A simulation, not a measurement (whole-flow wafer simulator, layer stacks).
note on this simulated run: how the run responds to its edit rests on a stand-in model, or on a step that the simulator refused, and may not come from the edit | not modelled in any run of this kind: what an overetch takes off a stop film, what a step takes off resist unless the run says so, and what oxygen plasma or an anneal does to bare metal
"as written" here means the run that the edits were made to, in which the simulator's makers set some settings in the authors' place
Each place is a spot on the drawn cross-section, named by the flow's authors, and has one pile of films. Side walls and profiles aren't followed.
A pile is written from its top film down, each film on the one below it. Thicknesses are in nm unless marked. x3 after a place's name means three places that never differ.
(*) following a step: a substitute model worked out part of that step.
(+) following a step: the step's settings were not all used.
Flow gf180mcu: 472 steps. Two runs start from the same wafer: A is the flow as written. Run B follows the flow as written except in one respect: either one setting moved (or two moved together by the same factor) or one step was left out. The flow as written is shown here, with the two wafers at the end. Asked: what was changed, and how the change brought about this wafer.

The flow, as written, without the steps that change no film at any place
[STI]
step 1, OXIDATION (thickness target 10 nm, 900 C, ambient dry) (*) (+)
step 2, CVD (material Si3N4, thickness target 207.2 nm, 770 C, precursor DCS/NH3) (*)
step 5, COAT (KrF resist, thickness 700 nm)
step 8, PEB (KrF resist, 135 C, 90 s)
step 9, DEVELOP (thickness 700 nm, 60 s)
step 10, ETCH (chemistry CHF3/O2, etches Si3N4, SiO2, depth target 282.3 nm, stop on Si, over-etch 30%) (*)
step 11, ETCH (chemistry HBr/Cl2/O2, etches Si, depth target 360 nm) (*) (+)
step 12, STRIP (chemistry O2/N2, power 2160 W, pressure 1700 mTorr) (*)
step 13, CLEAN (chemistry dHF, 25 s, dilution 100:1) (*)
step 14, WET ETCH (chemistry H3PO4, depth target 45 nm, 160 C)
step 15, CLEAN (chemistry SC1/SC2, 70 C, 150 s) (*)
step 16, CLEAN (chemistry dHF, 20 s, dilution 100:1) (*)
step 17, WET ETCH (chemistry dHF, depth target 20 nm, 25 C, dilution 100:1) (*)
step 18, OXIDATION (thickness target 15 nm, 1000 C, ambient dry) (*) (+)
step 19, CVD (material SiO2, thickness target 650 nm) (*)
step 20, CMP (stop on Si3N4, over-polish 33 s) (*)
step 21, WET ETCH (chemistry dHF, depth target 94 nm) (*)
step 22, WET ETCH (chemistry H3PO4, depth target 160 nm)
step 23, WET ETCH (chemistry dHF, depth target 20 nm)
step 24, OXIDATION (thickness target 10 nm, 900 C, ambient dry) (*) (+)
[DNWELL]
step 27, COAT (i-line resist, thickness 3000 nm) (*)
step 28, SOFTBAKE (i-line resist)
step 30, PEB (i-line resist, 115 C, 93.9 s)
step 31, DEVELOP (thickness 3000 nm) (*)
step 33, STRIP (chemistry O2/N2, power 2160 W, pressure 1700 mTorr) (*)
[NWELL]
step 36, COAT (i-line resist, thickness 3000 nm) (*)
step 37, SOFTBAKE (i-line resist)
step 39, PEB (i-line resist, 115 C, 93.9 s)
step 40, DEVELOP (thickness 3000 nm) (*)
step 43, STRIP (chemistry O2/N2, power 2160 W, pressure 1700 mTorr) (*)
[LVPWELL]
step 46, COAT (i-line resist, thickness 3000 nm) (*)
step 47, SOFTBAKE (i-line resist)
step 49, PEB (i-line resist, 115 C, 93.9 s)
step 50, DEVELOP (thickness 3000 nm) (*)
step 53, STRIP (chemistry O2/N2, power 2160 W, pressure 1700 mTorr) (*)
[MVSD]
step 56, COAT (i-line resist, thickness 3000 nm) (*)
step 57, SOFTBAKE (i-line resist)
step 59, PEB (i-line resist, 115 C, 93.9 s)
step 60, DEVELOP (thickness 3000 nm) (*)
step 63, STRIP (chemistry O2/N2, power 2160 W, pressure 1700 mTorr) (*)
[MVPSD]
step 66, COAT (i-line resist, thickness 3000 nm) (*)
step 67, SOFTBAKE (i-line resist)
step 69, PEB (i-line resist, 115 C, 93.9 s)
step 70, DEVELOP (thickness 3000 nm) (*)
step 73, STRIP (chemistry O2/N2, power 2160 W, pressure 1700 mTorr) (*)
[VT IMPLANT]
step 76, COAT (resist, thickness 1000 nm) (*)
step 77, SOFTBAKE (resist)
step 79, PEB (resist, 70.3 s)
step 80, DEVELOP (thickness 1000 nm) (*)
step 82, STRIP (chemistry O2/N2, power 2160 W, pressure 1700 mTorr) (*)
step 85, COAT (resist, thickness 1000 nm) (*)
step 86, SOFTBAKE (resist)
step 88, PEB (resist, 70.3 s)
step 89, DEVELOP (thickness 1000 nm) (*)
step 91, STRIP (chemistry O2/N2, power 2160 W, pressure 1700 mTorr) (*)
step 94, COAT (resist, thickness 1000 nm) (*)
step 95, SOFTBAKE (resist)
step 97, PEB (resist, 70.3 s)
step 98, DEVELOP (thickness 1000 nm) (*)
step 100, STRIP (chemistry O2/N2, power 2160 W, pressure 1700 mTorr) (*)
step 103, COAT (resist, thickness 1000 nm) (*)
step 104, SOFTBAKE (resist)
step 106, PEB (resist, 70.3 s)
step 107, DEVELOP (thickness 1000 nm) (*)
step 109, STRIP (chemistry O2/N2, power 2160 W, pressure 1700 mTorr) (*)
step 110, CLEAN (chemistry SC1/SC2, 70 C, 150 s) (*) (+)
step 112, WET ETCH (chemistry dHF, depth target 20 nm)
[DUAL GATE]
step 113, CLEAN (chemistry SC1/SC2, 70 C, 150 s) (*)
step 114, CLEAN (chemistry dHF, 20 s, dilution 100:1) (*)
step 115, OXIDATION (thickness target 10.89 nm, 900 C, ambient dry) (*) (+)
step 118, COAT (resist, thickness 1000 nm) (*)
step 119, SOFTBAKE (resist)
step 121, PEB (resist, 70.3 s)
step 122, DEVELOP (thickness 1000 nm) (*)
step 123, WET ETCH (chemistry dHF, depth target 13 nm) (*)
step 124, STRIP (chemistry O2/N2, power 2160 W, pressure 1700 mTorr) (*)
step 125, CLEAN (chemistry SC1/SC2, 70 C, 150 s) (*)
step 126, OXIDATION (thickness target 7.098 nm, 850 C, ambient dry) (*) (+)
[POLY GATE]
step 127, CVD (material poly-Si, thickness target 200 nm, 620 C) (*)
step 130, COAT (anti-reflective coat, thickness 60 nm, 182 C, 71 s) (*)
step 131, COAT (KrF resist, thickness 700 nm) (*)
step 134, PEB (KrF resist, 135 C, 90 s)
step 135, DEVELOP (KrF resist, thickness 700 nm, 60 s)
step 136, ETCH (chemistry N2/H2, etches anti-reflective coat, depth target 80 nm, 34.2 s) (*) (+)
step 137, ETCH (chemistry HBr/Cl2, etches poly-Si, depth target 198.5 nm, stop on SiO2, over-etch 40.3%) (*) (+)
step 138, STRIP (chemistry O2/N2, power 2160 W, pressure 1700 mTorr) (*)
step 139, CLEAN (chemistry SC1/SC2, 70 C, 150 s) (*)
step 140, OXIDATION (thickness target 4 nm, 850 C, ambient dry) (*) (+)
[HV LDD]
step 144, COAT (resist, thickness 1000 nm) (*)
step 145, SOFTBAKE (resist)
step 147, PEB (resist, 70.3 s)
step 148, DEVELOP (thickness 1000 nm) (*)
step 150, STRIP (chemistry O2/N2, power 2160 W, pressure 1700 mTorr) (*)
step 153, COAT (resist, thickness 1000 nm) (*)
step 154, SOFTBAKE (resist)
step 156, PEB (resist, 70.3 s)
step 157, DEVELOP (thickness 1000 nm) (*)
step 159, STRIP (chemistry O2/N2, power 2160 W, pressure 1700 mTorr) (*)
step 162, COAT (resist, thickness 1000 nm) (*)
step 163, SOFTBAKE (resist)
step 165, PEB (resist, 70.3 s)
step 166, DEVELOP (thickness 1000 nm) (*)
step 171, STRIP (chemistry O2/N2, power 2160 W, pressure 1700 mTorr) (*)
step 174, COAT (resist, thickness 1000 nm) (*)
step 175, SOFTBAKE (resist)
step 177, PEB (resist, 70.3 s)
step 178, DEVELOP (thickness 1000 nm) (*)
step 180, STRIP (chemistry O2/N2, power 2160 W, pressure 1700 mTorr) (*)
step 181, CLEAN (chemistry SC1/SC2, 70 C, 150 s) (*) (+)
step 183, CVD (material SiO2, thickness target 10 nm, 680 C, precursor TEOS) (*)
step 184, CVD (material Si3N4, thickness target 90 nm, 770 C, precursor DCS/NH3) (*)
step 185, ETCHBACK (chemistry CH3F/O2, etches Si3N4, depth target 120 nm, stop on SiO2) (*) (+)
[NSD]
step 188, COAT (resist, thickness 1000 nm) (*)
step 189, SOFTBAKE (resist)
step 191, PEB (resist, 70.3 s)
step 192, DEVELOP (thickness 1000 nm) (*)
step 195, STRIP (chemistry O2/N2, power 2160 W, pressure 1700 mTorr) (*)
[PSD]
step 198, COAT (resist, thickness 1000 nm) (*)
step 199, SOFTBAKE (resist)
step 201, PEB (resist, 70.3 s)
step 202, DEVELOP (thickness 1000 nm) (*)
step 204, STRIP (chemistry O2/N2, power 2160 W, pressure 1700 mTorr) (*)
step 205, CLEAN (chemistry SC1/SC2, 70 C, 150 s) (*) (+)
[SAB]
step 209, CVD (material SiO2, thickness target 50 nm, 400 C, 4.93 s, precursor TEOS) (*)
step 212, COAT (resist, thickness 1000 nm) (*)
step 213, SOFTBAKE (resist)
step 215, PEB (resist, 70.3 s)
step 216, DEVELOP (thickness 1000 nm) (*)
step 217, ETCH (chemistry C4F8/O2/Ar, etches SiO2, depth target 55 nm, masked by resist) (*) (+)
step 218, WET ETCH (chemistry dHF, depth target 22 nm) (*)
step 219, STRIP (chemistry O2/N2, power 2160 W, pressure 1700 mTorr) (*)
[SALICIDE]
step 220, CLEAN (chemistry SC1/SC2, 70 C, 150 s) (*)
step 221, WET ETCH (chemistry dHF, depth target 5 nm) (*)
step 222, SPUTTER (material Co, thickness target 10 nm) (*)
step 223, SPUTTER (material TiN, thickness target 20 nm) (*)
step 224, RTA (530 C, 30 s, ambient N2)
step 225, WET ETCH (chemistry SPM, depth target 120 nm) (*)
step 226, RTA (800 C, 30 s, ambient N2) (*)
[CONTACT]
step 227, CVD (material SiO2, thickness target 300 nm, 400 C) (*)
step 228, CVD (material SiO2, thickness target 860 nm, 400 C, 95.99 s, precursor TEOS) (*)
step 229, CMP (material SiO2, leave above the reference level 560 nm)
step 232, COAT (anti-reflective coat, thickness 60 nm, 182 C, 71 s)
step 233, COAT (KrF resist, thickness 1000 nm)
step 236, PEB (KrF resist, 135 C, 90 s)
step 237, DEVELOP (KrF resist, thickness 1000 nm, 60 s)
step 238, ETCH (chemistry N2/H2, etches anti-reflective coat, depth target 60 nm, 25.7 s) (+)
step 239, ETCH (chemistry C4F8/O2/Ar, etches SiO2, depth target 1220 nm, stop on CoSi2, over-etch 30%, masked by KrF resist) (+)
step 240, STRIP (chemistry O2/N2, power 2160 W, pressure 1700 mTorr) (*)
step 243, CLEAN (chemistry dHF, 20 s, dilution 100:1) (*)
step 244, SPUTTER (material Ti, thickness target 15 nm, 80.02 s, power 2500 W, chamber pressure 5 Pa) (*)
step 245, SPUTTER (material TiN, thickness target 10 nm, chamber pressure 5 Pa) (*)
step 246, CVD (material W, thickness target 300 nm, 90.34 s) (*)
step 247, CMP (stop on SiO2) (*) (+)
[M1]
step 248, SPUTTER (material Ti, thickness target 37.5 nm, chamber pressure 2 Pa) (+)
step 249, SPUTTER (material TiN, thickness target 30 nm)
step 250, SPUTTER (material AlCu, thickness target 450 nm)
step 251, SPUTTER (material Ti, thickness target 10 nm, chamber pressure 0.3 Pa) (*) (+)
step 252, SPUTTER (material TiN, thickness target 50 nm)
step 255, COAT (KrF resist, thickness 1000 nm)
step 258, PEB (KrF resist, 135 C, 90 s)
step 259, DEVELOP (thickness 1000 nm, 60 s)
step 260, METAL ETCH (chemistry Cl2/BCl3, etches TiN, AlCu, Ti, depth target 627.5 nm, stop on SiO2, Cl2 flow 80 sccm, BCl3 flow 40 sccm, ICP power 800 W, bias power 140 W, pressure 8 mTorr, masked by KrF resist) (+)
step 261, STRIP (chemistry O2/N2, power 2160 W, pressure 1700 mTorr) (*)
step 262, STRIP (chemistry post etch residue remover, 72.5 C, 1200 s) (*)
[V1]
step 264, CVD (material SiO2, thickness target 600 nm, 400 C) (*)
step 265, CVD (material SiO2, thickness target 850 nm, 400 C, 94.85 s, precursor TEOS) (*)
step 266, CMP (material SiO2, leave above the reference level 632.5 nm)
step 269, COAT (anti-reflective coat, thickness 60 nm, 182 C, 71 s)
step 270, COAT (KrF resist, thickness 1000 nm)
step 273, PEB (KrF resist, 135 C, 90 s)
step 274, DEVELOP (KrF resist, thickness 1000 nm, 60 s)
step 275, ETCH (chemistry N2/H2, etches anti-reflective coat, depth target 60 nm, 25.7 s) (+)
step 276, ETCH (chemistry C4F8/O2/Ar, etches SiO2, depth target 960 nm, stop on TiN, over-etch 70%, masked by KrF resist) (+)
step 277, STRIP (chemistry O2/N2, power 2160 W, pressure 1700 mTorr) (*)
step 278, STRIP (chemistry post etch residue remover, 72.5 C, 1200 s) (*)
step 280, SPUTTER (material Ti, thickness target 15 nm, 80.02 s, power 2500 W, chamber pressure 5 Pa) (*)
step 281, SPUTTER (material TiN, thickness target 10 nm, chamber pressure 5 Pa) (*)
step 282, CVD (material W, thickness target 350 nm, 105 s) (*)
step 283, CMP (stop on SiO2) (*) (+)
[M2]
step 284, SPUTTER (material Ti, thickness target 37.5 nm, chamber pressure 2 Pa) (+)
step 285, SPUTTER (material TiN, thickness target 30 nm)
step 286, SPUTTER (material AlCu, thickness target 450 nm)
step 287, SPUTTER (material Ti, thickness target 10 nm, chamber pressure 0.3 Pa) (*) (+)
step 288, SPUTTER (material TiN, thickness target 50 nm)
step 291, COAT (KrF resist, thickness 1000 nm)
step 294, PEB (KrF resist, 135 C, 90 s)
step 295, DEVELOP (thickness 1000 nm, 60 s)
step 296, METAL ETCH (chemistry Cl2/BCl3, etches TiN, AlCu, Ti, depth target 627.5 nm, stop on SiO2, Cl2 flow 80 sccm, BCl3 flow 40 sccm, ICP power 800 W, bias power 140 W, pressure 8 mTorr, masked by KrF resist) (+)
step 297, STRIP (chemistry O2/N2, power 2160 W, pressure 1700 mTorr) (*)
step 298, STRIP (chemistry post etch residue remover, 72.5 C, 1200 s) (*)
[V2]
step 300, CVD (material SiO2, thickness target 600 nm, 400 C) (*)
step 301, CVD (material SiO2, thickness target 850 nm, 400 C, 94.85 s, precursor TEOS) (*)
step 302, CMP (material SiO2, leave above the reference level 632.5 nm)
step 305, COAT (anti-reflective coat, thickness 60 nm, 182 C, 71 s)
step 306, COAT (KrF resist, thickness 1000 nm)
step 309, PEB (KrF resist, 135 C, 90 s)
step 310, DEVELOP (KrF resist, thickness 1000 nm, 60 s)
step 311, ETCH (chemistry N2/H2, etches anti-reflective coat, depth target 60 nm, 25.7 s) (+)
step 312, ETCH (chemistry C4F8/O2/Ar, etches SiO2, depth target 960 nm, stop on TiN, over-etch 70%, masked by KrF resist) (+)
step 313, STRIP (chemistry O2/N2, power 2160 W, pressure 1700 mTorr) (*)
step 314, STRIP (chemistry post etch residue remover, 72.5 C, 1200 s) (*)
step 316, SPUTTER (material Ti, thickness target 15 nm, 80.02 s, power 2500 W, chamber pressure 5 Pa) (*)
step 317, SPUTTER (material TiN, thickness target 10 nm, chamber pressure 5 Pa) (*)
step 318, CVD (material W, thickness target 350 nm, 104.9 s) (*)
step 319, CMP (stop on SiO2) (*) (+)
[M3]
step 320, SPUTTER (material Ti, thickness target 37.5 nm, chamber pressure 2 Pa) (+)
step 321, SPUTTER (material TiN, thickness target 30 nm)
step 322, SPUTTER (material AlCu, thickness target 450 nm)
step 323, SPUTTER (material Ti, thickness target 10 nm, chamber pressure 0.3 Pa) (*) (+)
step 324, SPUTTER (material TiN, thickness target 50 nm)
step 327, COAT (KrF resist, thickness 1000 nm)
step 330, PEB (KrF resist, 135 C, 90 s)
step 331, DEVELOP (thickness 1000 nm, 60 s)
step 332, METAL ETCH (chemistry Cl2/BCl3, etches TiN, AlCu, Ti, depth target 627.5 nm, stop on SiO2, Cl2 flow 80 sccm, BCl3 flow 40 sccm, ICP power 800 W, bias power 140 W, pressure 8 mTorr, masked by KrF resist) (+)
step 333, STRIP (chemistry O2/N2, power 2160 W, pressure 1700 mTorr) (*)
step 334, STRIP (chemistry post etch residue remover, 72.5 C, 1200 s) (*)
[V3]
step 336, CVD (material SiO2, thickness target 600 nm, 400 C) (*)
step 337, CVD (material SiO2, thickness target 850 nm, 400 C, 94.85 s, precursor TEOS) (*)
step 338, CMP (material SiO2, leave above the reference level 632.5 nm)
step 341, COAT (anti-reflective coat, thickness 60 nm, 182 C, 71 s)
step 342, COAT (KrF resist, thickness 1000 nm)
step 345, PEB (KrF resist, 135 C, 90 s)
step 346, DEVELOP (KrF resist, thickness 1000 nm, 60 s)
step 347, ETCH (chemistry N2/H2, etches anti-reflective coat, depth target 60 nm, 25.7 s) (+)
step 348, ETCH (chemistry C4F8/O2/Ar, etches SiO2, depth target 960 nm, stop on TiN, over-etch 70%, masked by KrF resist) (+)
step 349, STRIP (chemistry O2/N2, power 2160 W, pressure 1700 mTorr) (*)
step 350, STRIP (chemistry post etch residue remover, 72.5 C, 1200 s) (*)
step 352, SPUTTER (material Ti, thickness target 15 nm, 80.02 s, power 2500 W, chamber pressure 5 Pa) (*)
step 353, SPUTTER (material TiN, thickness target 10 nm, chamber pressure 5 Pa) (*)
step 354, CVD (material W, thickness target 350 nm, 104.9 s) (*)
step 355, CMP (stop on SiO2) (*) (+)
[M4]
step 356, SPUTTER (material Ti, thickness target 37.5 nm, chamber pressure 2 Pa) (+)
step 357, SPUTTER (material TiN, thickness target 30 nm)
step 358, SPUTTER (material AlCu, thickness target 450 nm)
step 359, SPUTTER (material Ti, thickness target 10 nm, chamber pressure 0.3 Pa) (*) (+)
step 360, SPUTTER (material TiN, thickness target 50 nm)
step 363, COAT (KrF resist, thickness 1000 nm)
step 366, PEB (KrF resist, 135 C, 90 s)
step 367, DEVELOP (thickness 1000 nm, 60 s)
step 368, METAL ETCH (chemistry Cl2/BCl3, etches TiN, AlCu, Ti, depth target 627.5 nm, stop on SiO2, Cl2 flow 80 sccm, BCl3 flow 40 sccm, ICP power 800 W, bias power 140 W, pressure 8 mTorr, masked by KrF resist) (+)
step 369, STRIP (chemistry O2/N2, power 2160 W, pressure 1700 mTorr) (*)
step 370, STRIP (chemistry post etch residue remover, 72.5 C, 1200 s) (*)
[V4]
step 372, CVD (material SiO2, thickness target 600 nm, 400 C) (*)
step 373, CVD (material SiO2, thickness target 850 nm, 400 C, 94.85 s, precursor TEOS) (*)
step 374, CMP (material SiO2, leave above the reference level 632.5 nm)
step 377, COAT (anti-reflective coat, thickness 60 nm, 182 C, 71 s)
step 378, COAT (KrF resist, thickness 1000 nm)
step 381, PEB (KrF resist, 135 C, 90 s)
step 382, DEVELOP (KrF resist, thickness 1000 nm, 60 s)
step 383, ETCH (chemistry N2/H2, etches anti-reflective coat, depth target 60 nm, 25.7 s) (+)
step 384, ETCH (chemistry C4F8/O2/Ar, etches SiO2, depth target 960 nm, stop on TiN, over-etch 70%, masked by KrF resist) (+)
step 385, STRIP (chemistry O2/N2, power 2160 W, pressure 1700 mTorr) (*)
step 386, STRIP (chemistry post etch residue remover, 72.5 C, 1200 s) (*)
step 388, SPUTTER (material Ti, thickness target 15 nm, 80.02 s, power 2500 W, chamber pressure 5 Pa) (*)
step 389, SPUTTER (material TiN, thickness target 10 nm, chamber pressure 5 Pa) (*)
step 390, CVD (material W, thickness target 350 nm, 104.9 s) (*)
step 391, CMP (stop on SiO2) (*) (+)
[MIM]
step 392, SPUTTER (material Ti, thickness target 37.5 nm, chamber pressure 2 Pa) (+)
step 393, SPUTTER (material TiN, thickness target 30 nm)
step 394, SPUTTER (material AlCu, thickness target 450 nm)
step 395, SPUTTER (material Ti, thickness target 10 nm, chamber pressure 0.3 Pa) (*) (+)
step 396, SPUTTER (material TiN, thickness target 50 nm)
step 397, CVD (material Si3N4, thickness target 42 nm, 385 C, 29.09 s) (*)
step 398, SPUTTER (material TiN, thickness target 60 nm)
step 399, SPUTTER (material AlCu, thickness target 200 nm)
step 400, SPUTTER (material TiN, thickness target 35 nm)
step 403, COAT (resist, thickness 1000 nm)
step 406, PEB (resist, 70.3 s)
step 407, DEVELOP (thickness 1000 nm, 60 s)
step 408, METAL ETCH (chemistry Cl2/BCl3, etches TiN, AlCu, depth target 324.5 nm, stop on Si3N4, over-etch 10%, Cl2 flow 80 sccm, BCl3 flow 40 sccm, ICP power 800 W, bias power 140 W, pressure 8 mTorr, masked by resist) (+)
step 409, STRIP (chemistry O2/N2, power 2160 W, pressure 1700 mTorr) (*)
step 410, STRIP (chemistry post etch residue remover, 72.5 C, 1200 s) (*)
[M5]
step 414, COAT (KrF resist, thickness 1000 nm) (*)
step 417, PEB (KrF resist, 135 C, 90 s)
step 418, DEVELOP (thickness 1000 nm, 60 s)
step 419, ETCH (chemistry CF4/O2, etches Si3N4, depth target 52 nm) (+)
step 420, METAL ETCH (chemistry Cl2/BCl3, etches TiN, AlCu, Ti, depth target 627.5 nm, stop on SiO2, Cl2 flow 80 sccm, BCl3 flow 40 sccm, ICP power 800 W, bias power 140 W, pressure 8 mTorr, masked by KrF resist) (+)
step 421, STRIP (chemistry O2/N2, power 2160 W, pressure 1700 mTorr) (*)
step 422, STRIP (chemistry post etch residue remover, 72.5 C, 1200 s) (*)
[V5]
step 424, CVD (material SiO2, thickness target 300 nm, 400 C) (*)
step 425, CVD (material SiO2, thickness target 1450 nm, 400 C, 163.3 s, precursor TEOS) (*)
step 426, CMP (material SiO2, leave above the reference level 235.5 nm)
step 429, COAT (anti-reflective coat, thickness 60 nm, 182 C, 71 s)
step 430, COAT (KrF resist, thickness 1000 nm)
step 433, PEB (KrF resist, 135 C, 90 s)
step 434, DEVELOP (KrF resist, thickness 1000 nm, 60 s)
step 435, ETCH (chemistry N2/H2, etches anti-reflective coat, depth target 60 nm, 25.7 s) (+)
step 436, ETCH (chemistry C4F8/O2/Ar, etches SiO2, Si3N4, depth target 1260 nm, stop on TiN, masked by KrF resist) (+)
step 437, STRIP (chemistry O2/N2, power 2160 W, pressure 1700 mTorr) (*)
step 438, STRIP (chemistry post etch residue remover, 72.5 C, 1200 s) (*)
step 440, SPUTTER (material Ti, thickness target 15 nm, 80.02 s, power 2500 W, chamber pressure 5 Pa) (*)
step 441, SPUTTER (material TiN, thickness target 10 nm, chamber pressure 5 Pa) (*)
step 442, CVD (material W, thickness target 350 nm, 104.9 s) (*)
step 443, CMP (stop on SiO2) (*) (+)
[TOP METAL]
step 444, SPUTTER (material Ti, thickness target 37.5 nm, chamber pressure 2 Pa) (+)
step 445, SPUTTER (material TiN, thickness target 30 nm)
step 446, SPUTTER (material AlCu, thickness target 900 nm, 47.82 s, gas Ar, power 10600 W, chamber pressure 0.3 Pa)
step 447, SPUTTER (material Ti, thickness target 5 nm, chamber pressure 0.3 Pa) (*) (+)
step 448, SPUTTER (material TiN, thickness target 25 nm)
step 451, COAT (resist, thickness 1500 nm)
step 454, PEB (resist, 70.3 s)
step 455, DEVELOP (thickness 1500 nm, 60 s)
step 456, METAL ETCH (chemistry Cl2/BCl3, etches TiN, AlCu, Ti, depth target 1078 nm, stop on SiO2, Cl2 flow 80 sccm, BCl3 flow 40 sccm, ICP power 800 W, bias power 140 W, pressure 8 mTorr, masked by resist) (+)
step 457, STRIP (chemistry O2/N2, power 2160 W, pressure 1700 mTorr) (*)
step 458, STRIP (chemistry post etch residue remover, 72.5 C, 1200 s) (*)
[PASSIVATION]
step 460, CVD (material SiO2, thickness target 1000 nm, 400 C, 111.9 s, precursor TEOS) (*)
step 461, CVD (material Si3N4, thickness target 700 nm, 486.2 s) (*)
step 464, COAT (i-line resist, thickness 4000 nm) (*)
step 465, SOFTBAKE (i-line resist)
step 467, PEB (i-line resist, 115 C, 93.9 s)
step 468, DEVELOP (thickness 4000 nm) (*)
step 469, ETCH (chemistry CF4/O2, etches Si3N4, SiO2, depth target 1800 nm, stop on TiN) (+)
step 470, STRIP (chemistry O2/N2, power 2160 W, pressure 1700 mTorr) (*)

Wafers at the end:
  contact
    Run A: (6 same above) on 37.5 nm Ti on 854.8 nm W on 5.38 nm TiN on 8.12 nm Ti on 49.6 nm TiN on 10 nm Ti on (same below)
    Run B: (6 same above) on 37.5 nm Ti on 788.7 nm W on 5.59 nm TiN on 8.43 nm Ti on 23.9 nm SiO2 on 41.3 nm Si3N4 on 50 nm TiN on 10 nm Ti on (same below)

Cause: step 436, ETCH: depth target 806 nm was run, while the flow as written has depth target 1260 nm.

Step by step, how the change led to this:
  step 436, ETCH (chemistry C4F8/O2/Ar, etches SiO2, Si3N4, depth target 1260 nm, stop on TiN, masked by KrF resist) (+)
      contact: A -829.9 SiO2 (all of it), -41.3 Si3N4 (all of it) | B -806 SiO2
      field, field__w1, field__w2 and 108 more: A -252 KrF resist | B -161.2 KrF resist
  step 437, STRIP (chemistry O2/N2, power 2160 W, pressure 1700 mTorr) (*)
      field, field__w1, field__w2 and 108 more: A -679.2 KrF resist (all of it), -60 anti-reflective coat (all of it) | B -770 KrF resist (all of it), -60 anti-reflective coat (all of it)
  step 442, CVD (material W, thickness target 350 nm, 104.9 s) (*)
      contact: A +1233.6 W (new film) | B +1167.4 W (new film)
If metal films that touch count as one body, contact has 2 bodies (between them, from the top down: SiO2 23.9 / Si3N4 41.3); the flow as written gives 1 body.
